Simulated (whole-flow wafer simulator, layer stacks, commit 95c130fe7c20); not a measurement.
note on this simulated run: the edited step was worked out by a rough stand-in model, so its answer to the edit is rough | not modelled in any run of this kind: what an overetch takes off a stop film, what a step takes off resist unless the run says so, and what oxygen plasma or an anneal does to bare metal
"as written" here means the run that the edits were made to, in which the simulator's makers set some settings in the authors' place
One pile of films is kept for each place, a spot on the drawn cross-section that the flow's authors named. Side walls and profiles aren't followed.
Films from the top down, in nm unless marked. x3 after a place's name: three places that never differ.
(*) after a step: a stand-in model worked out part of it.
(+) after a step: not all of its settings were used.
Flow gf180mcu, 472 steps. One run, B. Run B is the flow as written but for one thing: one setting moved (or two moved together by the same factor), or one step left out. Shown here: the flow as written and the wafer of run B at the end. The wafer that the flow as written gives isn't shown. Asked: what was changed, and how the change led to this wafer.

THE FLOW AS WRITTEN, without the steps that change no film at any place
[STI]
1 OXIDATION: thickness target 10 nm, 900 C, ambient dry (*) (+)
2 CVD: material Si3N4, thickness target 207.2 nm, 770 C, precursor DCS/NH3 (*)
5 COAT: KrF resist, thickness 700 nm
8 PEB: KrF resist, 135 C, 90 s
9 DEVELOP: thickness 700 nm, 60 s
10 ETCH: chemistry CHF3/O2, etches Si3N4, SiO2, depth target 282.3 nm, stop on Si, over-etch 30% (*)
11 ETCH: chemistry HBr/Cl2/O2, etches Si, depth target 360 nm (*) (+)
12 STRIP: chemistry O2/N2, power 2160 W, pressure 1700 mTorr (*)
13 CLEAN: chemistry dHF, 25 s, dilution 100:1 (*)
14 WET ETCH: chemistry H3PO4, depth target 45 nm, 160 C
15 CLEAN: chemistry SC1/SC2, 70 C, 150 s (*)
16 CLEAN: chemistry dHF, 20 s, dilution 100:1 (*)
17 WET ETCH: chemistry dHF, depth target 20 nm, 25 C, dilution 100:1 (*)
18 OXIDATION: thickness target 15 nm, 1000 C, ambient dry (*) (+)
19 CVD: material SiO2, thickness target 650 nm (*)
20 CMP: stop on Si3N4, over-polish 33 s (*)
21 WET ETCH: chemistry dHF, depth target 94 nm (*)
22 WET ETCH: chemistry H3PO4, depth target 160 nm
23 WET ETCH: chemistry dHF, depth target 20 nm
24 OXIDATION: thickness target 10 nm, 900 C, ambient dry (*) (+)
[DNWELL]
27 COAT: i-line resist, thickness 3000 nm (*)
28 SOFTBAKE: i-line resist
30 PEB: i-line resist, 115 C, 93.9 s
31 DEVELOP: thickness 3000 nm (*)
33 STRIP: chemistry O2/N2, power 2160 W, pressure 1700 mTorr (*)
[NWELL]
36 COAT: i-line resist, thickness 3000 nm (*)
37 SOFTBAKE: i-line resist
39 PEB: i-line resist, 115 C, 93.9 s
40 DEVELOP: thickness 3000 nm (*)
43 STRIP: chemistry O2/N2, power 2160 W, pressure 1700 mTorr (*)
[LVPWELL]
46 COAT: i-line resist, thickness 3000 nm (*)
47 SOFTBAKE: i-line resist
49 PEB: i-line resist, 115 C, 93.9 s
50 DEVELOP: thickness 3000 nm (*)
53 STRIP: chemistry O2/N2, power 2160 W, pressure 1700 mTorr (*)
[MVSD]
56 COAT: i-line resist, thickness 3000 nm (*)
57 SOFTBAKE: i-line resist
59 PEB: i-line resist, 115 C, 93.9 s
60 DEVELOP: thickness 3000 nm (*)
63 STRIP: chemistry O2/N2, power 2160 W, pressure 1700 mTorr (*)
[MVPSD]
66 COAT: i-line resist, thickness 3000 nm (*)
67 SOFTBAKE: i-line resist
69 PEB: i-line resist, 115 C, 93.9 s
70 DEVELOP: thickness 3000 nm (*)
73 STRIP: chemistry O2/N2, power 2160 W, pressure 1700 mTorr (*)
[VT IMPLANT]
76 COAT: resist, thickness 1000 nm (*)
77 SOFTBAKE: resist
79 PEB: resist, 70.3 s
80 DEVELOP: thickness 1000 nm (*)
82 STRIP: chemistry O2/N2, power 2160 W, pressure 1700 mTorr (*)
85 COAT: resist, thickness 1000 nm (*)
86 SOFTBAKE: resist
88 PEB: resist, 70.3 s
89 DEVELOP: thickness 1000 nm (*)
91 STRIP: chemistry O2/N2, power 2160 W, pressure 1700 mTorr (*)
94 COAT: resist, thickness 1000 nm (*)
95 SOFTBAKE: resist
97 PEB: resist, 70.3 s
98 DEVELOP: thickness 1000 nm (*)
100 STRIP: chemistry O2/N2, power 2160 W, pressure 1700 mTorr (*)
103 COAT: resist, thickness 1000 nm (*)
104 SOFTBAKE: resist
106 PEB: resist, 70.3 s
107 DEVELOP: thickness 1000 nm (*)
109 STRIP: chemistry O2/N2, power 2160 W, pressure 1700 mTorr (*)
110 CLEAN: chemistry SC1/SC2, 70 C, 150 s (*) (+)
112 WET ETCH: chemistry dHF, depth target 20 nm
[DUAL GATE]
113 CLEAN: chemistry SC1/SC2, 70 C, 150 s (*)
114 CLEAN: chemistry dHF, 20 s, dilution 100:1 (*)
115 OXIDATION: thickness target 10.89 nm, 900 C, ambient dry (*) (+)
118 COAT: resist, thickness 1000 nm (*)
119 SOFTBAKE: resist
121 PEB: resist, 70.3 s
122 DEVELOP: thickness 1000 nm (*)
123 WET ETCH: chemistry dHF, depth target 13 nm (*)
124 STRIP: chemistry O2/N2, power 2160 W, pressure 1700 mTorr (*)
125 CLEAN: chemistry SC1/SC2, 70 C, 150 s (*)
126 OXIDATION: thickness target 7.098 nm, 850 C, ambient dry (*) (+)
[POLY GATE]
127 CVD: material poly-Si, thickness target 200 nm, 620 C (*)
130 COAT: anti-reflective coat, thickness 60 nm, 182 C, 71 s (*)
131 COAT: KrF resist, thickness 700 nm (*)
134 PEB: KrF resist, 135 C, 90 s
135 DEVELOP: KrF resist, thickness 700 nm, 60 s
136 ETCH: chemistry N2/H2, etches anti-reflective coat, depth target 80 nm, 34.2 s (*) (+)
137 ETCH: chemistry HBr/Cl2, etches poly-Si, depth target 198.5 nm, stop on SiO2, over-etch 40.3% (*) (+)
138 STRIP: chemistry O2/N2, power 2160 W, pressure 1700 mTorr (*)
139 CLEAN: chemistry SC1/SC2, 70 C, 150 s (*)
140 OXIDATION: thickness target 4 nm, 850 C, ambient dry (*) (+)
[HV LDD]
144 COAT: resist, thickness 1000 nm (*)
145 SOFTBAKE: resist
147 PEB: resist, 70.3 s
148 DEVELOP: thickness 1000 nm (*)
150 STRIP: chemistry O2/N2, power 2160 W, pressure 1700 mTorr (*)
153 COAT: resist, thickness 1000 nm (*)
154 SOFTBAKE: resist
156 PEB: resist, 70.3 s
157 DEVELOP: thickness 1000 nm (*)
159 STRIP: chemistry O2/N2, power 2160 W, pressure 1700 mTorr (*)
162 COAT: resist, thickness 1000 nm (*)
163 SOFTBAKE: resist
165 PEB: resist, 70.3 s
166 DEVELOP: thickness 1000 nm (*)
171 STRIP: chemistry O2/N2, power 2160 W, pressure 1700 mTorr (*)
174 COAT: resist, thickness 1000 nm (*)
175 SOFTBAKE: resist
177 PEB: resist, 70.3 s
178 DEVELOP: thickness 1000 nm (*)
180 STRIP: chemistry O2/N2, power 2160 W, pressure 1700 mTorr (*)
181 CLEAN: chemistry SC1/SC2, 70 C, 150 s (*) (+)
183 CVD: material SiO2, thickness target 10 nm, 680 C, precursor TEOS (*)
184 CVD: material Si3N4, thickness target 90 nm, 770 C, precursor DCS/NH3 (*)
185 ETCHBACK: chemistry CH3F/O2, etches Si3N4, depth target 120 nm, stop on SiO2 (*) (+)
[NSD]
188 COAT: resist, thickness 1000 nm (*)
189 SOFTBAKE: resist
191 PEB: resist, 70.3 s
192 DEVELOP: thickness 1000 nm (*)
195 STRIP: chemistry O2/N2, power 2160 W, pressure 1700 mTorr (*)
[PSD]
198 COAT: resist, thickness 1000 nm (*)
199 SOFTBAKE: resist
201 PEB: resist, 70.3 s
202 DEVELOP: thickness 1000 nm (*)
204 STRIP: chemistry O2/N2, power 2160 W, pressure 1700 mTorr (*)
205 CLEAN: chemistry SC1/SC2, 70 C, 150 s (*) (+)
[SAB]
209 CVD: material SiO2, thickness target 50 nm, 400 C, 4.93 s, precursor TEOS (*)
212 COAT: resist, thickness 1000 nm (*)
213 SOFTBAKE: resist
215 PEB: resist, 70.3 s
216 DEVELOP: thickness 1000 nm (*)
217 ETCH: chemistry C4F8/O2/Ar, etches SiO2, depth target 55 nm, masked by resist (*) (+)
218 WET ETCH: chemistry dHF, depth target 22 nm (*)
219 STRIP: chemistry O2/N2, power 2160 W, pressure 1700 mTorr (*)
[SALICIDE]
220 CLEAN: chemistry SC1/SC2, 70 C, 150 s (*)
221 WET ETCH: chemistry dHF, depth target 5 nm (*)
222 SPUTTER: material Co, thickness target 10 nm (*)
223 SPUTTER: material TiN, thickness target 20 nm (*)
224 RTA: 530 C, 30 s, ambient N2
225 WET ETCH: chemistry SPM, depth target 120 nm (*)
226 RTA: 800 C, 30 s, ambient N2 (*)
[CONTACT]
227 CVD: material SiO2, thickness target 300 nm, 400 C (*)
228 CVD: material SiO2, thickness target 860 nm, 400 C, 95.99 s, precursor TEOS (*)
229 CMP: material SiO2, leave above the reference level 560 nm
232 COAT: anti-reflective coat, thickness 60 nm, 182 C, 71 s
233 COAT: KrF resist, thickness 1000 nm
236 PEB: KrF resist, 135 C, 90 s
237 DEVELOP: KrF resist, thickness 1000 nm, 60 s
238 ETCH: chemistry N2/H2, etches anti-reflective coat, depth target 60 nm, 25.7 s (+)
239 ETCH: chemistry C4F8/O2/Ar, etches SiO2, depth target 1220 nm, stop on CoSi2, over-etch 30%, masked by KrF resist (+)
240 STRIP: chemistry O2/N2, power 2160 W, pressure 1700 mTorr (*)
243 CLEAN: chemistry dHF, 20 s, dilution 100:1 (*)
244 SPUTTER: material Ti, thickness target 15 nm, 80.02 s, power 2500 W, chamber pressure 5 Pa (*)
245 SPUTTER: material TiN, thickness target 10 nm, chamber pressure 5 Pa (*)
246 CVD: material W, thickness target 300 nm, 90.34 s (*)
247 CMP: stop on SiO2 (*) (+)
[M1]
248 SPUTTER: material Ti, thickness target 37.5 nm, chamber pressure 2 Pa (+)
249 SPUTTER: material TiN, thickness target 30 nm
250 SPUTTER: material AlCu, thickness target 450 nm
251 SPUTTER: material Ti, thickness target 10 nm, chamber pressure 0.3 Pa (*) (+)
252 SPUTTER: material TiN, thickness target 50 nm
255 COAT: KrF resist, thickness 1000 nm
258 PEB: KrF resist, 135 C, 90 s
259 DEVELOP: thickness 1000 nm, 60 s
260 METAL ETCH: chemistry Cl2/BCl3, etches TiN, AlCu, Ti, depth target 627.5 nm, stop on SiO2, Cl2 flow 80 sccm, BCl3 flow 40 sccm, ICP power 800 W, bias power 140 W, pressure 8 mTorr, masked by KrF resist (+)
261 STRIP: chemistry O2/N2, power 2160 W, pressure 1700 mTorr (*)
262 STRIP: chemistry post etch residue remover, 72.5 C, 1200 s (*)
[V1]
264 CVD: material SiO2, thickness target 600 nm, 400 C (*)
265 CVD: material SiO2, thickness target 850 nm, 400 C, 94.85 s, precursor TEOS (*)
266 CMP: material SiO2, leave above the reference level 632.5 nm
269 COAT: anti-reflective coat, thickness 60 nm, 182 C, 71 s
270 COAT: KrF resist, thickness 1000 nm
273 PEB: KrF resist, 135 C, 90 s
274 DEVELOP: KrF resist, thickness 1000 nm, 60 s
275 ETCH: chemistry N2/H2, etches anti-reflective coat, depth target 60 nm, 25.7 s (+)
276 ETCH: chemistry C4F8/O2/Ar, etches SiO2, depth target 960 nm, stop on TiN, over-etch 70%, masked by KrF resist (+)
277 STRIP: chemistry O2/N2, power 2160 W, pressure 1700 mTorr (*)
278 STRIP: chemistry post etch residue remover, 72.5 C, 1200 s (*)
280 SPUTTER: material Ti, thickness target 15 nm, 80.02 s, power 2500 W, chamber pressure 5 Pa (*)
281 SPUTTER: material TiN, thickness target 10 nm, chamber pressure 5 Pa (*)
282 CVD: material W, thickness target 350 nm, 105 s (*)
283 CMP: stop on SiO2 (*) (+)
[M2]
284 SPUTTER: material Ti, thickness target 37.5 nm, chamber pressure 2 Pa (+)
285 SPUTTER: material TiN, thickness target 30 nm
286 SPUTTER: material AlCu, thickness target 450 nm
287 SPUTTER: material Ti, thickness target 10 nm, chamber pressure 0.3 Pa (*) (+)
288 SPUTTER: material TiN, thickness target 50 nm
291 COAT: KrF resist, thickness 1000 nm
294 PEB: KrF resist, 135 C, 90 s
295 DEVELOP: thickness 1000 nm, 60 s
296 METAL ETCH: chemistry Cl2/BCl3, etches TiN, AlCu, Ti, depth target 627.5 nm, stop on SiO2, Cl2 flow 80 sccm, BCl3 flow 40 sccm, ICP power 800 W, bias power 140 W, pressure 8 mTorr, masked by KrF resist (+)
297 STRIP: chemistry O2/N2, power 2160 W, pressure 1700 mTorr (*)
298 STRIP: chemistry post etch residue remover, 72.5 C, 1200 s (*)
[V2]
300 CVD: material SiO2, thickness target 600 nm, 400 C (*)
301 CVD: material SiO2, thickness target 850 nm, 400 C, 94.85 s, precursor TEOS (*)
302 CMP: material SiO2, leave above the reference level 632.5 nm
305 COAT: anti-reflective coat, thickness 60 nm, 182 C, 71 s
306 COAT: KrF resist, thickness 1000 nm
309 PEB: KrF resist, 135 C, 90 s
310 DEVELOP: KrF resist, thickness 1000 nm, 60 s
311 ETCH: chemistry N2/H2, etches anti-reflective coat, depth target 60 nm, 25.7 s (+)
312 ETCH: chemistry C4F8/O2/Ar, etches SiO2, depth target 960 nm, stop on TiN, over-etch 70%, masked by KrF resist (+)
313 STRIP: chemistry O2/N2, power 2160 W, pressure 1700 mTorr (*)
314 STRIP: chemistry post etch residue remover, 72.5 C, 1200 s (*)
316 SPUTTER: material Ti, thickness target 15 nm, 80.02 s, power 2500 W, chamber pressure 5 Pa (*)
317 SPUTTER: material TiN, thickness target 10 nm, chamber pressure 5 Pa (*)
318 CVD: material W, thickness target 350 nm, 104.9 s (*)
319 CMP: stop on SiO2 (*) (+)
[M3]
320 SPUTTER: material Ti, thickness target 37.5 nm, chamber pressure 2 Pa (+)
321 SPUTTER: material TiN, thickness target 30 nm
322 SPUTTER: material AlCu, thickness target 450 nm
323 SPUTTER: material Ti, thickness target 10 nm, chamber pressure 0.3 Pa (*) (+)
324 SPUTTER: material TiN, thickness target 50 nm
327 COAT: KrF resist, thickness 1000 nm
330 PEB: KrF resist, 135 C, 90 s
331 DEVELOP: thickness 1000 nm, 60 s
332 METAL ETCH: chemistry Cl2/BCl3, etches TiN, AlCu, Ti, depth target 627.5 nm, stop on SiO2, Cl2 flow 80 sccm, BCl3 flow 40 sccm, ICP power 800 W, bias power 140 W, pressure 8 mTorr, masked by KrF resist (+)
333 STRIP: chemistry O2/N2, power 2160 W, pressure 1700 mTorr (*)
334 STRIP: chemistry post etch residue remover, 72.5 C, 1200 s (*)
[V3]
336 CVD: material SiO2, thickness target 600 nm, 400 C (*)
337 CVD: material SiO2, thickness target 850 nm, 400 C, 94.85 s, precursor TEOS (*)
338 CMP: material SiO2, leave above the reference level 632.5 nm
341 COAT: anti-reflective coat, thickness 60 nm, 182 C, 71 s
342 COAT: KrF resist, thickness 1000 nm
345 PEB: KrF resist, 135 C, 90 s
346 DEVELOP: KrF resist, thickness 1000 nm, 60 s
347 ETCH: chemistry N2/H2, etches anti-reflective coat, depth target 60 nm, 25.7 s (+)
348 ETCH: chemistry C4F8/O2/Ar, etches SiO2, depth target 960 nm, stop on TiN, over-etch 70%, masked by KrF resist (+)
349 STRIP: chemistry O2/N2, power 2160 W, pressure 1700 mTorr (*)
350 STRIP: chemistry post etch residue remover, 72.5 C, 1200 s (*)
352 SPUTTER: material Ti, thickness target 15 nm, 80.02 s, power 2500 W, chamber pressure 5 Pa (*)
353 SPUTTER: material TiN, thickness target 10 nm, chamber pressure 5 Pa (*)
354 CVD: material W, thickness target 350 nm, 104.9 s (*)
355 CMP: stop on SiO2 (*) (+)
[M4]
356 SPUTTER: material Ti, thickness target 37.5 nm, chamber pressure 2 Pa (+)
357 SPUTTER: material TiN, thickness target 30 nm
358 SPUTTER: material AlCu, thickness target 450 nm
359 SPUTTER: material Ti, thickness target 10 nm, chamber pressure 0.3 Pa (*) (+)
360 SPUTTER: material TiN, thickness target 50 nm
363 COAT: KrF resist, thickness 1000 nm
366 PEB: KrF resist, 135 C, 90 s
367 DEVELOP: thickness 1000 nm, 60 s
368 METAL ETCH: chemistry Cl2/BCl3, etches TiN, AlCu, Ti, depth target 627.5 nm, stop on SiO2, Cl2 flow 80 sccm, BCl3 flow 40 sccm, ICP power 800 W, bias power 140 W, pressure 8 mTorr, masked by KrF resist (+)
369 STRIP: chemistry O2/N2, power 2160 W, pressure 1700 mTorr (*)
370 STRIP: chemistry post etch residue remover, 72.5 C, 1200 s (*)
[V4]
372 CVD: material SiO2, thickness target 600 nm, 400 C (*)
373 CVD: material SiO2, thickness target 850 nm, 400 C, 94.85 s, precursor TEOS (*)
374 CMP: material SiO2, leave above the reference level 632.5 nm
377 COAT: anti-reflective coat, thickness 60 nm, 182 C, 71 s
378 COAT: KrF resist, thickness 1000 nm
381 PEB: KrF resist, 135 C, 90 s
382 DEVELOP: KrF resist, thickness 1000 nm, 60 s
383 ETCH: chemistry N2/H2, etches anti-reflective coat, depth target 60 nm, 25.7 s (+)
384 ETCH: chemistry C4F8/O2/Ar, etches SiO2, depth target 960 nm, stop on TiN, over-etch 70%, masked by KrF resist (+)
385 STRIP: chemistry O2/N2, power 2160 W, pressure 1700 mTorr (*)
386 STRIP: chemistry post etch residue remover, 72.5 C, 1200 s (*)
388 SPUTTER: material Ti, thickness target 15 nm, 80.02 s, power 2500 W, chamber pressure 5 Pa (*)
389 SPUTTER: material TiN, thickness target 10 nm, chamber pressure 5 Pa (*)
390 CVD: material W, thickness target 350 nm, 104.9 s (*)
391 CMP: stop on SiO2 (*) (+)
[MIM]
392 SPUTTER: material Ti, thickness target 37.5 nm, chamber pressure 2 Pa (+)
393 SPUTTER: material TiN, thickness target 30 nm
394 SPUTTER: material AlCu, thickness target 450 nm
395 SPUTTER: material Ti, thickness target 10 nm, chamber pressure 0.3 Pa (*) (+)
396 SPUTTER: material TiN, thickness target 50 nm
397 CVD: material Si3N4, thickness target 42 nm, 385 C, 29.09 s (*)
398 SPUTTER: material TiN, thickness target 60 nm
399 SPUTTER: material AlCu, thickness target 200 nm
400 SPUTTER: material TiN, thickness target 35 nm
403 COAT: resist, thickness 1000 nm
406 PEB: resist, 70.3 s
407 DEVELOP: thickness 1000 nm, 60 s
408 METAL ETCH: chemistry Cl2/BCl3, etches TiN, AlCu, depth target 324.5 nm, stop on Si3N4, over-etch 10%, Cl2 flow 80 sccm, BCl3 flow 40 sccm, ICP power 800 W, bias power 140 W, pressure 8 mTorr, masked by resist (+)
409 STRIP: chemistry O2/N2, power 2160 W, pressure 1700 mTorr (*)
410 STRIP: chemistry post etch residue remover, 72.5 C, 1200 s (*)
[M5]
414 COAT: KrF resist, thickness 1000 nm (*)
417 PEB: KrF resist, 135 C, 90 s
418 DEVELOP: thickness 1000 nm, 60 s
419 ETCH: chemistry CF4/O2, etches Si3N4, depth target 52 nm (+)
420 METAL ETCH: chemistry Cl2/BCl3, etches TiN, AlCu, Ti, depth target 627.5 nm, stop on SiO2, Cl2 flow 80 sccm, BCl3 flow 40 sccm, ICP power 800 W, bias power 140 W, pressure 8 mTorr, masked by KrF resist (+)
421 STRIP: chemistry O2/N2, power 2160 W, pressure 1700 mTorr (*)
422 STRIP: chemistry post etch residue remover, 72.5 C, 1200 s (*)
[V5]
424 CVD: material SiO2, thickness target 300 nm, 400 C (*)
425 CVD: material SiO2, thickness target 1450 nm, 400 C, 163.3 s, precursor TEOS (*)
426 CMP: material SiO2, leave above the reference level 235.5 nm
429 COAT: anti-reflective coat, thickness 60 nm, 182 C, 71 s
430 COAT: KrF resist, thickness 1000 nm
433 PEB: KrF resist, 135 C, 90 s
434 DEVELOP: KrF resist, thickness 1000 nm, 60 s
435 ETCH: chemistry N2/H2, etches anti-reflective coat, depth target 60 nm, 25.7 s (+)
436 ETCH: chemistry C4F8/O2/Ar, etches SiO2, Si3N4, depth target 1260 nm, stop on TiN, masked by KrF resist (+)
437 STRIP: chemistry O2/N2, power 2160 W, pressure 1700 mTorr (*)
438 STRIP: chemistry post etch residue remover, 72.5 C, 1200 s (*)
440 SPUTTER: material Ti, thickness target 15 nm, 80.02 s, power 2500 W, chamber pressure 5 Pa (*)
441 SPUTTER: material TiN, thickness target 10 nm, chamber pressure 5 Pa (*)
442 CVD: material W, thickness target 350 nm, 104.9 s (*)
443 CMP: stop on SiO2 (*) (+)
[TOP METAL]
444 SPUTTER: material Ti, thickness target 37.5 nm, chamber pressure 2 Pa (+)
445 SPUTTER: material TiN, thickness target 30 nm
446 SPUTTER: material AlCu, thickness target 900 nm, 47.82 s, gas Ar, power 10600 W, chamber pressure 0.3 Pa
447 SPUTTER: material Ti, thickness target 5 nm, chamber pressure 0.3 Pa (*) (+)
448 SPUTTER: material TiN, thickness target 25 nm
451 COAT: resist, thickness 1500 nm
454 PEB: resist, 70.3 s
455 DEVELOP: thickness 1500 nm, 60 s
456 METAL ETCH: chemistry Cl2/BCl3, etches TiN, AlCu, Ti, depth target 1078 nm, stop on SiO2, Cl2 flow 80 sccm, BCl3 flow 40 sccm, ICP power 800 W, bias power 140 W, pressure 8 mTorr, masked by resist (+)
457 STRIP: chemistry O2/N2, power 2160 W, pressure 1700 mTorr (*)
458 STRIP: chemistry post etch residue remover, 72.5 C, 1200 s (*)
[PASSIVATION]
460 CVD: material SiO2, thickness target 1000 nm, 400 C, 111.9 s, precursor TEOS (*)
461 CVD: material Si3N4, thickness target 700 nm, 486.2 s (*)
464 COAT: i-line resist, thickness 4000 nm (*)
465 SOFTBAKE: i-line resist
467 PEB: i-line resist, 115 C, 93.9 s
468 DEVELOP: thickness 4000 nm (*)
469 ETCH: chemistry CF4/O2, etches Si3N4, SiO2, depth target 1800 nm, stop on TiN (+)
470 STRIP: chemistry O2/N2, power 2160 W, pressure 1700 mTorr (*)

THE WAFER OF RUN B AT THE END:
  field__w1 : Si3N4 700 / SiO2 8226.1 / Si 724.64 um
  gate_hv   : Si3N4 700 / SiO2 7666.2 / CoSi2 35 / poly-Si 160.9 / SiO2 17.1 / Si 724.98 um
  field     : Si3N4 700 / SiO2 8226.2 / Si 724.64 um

The cause: step 126, OXIDATION: thickness target 10.36 nm was run, where the flow has thickness target 7.098 nm.

How the change led to this, step by step:
  126 OXIDATION: thickness target 7.098 nm, 850 C, ambient dry (*) (+)
      gate_hv, active_hv, active_nat and 25 more: SiO2 +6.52, Si -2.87 (as written it would be: SiO2 +3.72, Si -1.64)
      active, n_well, p_well and 12 more: SiO2 +10.4 (new film), chemical SiO2 -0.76 (all of it), Si -4.23 (as written it would be: SiO2 +7.1 (new film), chemical SiO2 -0.76 (all of it), Si -2.79)
  189 SOFTBAKE: resist
      active_hv: resist -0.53 (as written it would be: resist +2.68)
      nw_enc_fld_lv__w3: resist -1.6 (as written it would be: resist +2.11)
      (and at 1 more place)
  199 SOFTBAKE: resist
      active_hv: resist -0.53 (as written it would be: resist +2.68)
      nw_enc_fld_lv__w3: resist -1.6 (as written it would be: resist +2.11)
      (and at 1 more place)
  218 WET ETCH: chemistry dHF, depth target 22 nm (*)
      active, p_well, sd_n, iso_ptap_pw, iso_ntap_nw, iso_ptap_sub, vpnp_e: SiO2 -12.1 (all of it) (as written it would be: SiO2 -9.01 (all of it))
      ldn_tap, ldn_src, ldn_drn, ldp_tap, ldp_src, ldp_drn, ldp_gr: SiO2 -18.7 (all of it) (as written it would be: SiO2 -16 (all of it))
      (and at 9 more places)
